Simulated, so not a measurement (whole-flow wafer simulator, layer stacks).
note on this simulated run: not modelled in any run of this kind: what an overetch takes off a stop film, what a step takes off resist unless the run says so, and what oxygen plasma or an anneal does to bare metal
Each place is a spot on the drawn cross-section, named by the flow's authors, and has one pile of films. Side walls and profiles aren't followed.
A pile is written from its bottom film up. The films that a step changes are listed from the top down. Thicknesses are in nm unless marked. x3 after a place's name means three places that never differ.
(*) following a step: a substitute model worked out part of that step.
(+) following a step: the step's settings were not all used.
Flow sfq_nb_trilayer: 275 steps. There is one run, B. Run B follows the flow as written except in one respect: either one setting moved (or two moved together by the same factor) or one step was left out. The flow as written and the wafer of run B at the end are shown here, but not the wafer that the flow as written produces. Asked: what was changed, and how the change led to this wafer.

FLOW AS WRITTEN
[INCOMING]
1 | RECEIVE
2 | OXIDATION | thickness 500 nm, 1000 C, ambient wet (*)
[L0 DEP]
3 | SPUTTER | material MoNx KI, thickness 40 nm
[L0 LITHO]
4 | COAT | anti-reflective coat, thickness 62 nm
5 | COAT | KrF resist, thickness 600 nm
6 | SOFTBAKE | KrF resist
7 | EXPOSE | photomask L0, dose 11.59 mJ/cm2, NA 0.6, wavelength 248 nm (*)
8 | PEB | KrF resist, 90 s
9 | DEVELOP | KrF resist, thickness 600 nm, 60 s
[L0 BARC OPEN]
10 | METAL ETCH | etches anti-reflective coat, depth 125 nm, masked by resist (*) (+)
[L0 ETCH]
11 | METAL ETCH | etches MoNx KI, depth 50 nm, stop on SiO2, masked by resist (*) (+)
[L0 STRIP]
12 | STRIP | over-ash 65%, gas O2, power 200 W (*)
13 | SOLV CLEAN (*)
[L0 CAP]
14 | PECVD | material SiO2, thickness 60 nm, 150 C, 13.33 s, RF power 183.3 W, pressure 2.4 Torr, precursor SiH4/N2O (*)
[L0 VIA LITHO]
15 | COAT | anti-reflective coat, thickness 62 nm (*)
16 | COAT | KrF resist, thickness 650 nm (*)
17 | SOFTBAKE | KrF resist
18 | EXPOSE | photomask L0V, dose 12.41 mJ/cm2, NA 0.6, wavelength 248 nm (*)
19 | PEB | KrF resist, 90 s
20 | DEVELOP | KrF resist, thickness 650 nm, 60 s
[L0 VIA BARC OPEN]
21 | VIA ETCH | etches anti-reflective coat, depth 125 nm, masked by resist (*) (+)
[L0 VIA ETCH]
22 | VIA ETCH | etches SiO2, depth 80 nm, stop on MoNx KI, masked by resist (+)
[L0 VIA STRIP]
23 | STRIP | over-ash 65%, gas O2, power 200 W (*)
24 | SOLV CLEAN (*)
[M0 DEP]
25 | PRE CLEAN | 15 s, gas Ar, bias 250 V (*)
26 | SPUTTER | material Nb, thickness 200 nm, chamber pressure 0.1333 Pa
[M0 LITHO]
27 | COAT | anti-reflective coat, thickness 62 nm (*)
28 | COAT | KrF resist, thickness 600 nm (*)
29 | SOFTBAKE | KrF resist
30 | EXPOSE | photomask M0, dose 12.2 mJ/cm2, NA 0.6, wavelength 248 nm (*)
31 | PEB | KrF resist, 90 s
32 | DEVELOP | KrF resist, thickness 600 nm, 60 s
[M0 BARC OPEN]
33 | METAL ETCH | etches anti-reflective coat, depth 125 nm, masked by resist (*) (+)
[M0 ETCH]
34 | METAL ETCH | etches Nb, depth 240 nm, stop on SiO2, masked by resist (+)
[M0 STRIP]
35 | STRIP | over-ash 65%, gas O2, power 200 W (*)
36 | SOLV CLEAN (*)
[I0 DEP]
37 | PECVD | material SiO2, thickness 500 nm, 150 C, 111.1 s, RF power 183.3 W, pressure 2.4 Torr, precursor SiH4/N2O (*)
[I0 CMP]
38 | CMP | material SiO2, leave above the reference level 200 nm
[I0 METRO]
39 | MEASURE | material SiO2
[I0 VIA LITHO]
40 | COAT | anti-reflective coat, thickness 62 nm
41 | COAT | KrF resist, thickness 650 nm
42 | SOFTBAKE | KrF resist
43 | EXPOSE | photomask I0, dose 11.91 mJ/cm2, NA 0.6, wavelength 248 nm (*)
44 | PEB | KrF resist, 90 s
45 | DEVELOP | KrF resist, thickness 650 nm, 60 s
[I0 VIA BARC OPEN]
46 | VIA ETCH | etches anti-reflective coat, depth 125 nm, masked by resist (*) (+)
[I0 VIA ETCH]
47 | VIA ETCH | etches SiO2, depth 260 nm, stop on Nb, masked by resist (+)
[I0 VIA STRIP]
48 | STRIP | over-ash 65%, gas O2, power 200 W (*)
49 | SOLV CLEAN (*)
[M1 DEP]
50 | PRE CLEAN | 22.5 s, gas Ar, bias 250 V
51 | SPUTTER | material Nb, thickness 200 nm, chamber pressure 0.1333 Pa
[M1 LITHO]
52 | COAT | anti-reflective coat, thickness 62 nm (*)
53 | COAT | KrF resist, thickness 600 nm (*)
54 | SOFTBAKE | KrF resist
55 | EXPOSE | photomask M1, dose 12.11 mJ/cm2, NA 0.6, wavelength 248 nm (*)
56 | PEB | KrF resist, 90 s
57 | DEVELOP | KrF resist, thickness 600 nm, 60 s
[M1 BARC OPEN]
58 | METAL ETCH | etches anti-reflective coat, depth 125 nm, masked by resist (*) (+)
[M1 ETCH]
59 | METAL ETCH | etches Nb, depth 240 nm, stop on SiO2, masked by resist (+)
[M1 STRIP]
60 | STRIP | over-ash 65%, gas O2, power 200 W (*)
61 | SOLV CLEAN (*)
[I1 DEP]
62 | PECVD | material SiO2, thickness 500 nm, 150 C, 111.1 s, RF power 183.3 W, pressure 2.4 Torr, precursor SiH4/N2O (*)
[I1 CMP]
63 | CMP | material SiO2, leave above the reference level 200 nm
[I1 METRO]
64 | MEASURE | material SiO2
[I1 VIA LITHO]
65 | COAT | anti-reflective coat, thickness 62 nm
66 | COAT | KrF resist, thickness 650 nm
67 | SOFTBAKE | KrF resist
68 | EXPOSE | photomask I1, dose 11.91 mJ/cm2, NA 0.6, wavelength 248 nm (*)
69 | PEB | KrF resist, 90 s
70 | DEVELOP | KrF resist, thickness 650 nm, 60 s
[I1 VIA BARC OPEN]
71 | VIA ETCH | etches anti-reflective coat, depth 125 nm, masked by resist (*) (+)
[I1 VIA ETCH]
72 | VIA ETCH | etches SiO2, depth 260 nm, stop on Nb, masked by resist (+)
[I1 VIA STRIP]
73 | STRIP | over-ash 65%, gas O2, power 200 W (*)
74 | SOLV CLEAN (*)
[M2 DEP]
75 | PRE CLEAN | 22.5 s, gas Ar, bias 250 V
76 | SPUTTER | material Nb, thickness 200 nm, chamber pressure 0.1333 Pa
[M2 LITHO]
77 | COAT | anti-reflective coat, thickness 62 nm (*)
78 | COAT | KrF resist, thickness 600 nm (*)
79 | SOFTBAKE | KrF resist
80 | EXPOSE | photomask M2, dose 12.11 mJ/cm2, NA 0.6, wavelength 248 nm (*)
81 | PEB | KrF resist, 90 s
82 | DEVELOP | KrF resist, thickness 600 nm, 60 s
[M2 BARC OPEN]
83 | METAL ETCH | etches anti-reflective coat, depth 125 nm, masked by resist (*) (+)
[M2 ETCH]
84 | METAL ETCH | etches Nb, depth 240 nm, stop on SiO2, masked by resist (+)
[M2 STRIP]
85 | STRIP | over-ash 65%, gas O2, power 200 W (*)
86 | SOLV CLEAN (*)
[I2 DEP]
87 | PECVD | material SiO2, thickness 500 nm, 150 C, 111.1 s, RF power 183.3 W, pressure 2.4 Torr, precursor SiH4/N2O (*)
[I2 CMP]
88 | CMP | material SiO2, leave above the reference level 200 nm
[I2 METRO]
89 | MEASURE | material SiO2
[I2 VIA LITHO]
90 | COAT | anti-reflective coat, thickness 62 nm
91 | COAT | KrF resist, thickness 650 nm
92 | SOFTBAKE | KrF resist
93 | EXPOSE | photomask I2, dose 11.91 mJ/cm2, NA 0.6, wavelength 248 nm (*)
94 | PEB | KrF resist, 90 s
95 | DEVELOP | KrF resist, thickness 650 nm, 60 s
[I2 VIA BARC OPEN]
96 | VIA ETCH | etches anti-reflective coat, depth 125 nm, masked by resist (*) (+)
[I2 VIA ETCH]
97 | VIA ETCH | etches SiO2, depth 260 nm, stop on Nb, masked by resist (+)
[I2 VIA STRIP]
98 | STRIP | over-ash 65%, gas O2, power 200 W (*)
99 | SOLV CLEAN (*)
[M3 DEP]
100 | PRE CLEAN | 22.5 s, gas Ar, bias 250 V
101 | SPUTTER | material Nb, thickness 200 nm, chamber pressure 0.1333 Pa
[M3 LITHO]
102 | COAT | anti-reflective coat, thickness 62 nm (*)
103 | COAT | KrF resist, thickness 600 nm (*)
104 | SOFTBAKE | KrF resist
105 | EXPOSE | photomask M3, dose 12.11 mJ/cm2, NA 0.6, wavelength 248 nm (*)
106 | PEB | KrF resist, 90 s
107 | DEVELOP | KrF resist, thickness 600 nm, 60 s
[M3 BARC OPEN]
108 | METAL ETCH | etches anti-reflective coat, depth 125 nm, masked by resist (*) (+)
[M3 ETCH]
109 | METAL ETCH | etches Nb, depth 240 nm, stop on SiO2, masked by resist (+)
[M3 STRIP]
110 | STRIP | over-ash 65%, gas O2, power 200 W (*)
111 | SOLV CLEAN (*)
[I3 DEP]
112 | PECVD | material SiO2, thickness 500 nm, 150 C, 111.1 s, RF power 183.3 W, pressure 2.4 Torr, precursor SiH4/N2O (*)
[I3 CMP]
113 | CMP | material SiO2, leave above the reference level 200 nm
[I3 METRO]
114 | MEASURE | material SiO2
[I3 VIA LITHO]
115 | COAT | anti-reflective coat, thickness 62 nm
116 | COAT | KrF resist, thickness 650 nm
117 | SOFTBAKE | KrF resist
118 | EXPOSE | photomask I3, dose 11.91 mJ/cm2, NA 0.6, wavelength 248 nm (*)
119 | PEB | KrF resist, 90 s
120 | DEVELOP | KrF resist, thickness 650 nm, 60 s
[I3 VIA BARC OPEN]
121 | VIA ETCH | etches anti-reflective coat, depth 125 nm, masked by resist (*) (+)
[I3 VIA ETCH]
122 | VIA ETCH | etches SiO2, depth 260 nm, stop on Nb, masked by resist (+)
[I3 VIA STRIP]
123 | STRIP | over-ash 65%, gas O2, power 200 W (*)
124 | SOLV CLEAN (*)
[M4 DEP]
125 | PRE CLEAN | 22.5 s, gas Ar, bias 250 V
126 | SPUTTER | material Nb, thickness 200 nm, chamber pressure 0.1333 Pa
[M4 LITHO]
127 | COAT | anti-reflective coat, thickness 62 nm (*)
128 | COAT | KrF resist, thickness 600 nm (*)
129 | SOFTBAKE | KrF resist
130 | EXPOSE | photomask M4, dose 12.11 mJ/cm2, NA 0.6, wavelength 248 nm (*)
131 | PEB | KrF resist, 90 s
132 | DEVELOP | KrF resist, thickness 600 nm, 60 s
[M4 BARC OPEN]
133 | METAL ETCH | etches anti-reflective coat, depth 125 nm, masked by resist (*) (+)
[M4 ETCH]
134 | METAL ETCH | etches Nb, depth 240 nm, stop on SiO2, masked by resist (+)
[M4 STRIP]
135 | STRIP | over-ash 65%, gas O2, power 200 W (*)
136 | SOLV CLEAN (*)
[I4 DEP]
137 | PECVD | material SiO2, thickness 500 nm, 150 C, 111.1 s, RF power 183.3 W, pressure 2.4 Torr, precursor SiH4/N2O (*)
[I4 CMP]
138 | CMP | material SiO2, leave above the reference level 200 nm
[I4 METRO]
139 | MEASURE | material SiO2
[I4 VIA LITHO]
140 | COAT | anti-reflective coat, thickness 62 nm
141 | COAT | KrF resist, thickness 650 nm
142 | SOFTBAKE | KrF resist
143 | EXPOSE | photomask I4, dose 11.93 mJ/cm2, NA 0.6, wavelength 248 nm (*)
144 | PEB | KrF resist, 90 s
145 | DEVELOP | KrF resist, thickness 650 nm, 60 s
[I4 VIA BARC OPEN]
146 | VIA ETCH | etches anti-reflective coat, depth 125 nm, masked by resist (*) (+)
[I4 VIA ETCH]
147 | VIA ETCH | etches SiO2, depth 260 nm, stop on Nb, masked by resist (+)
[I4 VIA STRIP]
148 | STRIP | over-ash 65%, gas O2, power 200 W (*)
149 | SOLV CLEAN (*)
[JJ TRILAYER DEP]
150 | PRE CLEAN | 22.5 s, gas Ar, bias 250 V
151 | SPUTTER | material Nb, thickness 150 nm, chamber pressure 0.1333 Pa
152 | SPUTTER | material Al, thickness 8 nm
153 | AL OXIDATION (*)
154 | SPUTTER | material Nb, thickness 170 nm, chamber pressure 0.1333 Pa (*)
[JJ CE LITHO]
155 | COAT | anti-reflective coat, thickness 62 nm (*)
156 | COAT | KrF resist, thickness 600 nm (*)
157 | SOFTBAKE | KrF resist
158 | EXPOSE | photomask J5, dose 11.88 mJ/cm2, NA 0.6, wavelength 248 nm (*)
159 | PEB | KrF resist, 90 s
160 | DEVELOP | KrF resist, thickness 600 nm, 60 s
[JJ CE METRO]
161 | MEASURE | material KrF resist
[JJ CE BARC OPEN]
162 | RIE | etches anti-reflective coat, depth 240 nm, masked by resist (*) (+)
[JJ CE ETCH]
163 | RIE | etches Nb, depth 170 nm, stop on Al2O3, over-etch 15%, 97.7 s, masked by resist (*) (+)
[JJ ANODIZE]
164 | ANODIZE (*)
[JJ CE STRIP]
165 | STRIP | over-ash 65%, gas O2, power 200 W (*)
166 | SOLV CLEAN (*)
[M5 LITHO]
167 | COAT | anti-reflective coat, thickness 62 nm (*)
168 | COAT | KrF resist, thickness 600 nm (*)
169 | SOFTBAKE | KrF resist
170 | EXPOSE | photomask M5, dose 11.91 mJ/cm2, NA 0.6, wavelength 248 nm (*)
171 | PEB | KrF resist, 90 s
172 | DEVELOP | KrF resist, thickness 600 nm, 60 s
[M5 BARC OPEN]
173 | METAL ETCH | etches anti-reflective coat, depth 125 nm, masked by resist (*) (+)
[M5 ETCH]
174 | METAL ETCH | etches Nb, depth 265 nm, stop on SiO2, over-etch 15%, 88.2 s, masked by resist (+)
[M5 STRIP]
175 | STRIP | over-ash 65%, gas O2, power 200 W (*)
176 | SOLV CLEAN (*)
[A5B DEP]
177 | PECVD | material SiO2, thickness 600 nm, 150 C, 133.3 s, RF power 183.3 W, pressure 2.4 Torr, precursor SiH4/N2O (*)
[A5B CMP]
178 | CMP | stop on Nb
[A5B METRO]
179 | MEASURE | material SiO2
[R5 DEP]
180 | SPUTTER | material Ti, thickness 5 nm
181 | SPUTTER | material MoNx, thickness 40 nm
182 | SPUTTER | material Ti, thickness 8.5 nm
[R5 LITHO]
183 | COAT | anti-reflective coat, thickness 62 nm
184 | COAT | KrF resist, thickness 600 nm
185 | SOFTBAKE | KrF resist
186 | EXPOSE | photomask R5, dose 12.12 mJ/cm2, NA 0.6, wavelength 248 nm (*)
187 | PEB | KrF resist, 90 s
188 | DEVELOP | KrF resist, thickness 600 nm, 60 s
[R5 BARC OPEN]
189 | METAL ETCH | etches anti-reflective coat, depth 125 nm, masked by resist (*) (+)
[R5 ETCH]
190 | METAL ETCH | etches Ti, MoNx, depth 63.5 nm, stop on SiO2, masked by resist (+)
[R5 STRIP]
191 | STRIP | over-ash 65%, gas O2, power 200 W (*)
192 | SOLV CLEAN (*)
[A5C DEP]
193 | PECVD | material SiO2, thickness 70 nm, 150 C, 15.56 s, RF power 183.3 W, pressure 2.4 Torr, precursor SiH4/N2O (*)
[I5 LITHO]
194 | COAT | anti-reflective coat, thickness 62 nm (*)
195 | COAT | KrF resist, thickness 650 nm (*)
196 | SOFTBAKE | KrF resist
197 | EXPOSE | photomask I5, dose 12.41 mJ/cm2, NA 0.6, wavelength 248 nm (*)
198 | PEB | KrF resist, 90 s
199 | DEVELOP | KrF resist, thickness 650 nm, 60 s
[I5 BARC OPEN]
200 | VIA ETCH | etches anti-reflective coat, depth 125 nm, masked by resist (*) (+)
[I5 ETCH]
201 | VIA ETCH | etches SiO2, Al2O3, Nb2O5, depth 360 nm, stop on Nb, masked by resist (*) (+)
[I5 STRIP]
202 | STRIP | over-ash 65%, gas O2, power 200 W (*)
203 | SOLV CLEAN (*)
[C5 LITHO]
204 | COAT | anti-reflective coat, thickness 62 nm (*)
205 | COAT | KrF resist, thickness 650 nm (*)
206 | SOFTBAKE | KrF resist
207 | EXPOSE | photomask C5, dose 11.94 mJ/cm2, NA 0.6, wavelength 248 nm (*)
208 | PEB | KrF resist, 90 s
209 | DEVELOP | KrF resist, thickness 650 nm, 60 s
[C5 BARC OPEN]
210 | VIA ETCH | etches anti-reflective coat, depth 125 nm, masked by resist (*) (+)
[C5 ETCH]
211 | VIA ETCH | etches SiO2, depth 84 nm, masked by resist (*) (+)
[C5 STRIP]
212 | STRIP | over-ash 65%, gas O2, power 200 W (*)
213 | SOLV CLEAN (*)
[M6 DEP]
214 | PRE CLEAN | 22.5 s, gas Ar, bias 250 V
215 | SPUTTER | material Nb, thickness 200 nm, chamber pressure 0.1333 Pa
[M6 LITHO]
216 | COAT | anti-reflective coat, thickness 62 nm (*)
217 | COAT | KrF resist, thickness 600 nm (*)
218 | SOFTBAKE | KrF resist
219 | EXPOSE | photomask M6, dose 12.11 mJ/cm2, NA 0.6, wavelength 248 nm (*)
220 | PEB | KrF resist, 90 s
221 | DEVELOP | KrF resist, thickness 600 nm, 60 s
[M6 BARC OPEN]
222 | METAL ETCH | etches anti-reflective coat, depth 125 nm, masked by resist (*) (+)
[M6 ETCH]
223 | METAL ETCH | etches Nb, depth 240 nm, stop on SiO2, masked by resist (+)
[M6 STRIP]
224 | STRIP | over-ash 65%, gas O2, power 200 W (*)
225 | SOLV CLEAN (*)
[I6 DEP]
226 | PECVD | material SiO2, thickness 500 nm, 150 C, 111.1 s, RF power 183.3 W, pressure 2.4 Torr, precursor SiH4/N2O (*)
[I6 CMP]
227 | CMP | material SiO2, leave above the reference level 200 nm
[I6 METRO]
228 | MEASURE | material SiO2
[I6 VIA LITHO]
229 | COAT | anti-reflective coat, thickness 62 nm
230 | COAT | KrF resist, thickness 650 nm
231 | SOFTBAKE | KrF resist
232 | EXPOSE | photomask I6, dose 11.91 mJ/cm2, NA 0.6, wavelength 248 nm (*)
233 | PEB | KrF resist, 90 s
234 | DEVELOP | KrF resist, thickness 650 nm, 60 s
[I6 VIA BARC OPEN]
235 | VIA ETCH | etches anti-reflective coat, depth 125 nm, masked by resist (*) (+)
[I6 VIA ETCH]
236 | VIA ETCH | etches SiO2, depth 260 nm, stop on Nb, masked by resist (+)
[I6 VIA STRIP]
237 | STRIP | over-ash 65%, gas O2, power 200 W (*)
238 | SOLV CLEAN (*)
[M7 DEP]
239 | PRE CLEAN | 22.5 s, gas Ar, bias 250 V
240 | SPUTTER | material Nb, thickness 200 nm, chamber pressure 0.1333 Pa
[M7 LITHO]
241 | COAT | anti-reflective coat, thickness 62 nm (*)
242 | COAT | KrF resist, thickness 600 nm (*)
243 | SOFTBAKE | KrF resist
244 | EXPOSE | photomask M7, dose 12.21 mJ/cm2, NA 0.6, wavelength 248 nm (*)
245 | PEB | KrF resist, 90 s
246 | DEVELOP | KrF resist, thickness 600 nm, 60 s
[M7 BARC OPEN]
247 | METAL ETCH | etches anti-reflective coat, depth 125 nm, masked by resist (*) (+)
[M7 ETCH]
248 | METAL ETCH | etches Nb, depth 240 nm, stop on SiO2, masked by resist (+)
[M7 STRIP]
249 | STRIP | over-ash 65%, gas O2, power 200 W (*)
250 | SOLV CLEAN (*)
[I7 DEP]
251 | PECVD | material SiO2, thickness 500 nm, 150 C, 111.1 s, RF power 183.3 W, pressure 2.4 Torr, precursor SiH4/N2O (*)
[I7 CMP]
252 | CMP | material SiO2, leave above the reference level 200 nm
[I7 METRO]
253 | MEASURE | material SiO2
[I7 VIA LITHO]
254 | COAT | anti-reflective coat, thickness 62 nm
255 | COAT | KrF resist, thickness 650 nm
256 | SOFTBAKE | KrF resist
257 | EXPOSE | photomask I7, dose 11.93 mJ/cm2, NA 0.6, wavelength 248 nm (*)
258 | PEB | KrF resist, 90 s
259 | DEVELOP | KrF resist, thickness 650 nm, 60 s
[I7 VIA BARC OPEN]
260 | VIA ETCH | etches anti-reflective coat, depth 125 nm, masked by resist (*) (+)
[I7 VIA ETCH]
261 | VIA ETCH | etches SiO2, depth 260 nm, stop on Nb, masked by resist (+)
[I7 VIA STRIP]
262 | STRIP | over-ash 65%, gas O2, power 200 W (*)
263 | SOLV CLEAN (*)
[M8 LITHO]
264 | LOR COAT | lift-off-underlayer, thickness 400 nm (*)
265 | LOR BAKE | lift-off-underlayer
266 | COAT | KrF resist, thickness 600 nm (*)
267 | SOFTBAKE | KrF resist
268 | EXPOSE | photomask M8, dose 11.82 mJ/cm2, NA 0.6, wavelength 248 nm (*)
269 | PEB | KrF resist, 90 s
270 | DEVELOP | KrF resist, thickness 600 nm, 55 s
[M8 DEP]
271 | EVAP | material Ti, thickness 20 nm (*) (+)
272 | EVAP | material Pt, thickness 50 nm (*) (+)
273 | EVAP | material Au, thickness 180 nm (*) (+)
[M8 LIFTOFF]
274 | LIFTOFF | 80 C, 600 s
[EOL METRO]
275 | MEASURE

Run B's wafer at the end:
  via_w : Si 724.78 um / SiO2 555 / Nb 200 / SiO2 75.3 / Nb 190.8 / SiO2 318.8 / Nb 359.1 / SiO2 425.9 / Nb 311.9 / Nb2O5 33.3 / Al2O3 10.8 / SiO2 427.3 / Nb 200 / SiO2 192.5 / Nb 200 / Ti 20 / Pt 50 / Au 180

The reason: step 47, VIA ETCH: depth 117 nm was run, whereas the flow has depth 260 nm.

The path from the change to this, step by step:
  47 | VIA ETCH | etches SiO2, depth 260 nm, stop on Nb, masked by resist (+)
      via_w: -117 SiO2 (it would be, as written: -199.8 SiO2 (all of it))
      field_l, v_sur, via_wl and 102 more: -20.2 KrF resist (it would be, as written: -44.8 KrF resist)
  48 | STRIP | over-ash 65%, gas O2, power 200 W (*)
      field_l, v_sur, via_wl and 102 more: -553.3 KrF resist (all of it), -62 anti-reflective coat (all of it) (it would be, as written: -528.6 KrF resist (all of it), -62 anti-reflective coat (all of it))
  50 | PRE CLEAN | 22.5 s, gas Ar, bias 250 V
      via_w: -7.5 SiO2 (it would be, as written: -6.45 Nb)
  51 | SPUTTER | material Nb, thickness 200 nm, chamber pressure 0.1333 Pa
      via_w: +190.8 Nb (new film) (it would be, as written: +174.5 Nb)
  52 | COAT | anti-reflective coat, thickness 62 nm (*)
      via_wl: +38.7 anti-reflective coat (new film) (it would be, as written: +33.8 anti-reflective coat (new film))
      via_w: +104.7 anti-reflective coat (new film) (it would be, as written: +123.1 anti-reflective coat (new film))
      (and at 1 other place as well)
  53 | COAT | KrF resist, thickness 600 nm (*)
      via_w: +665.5 KrF resist (new film) (it would be, as written: +731.8 KrF resist (new film))
  60 | STRIP | over-ash 65%, gas O2, power 200 W (*)
      v_sur: -373.6 KrF resist (all of it), -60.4 anti-reflective coat (all of it) (it would be, as written: -365.9 KrF resist (all of it), -61.1 anti-reflective coat (all of it))
      via_wl: -391 KrF resist (all of it), -38.7 anti-reflective coat (all of it) (it would be, as written: -385.5 KrF resist (all of it), -33.8 anti-reflective coat (all of it))
      (and at 2 other places as well)
  62 | PECVD | material SiO2, thickness 500 nm, 150 C, 111.1 s, RF power 183.3 W, pressure 2.4 Torr, precursor SiH4/N2O (*)
      via_w: +500 SiO2 (new film) (it would be, as written: +606 SiO2 (new film))
  63 | CMP | material SiO2, leave above the reference level 200 nm
      via_w: -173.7 SiO2 (it would be, as written: -181.6 SiO2)
Taking metal films that touch as one body, via_w has 6 bodies (between them, from the top down: SiO2 192.5; SiO2 427.3 / Al2O3 10.8 / Nb2O5 33.3; SiO2 425.9; SiO2 318.8; SiO2 75.3); the flow as written gives 5 bodies (between them, from the top down: SiO2 192.5; SiO2 427.3 / Al2O3 10.8 / Nb2O5 33.3; SiO2 425.9; SiO2 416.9).
